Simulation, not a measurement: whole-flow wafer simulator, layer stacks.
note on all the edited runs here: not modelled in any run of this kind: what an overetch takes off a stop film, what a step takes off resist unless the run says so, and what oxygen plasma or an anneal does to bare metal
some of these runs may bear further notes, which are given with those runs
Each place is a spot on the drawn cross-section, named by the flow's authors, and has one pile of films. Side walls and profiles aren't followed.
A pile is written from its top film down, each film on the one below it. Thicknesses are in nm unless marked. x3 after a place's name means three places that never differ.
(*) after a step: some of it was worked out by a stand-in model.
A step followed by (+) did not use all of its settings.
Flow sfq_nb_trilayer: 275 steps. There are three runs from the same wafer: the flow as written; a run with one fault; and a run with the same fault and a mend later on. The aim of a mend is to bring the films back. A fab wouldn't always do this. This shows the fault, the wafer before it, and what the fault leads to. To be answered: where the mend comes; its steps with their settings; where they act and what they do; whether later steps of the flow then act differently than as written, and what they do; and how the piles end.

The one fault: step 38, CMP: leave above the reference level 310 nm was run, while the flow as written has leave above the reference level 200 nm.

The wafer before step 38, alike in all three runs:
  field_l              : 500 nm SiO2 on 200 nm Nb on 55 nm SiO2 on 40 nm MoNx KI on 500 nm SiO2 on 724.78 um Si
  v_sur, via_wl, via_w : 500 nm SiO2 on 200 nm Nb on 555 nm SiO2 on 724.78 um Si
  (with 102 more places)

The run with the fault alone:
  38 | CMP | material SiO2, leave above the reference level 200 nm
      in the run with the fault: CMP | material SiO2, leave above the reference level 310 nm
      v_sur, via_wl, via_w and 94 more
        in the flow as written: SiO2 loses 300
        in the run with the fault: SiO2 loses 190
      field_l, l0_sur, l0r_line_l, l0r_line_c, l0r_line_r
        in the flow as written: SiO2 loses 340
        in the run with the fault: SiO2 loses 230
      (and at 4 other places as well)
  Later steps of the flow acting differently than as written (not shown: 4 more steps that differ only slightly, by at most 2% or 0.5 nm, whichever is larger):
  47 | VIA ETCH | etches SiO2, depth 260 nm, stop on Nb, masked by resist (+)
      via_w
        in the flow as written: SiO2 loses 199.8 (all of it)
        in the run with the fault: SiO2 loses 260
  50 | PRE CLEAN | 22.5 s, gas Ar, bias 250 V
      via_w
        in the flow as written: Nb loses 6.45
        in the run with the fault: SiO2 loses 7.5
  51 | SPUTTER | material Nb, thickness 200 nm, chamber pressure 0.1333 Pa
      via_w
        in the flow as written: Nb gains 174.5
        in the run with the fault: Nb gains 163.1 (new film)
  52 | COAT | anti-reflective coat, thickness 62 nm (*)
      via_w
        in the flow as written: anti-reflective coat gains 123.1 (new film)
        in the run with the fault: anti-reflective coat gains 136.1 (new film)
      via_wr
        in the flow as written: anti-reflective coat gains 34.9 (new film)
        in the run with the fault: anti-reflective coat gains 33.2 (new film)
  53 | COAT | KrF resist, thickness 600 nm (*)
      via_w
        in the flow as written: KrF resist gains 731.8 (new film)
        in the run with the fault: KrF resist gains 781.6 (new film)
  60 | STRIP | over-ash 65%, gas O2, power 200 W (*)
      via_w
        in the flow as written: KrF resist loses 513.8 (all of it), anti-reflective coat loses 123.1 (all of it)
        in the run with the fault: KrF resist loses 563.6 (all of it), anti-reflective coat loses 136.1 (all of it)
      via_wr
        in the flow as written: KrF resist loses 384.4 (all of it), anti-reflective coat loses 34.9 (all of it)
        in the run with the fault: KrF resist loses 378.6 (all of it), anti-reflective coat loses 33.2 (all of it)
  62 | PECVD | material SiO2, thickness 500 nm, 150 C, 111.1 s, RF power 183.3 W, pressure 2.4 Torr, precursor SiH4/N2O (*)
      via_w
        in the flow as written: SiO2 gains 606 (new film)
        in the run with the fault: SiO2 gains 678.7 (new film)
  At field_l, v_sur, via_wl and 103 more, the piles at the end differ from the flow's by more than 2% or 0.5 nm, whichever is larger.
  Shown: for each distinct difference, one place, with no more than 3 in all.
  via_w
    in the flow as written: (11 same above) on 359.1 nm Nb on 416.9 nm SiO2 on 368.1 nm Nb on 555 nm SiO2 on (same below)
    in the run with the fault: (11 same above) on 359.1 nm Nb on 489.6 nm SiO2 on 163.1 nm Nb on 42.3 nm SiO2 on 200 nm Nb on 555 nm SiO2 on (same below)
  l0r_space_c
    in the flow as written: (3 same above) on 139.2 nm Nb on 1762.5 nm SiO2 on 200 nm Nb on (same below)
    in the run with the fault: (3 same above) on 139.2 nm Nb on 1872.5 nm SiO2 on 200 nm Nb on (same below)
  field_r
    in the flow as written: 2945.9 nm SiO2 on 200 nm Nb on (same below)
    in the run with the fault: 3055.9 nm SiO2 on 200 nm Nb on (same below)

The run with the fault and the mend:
  The mend stands after step 39.
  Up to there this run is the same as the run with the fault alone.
  39a | CMP | material SiO2, leave above the reference level 200 nm (the flow's step 38 again)
      field_l, v_sur, via_wl and 103 more
        SiO2 loses 110
  None of the later steps of the flow acts differently than as written at any place that is followed.
  By the end, the piles equal the flow's at every place that both follow.
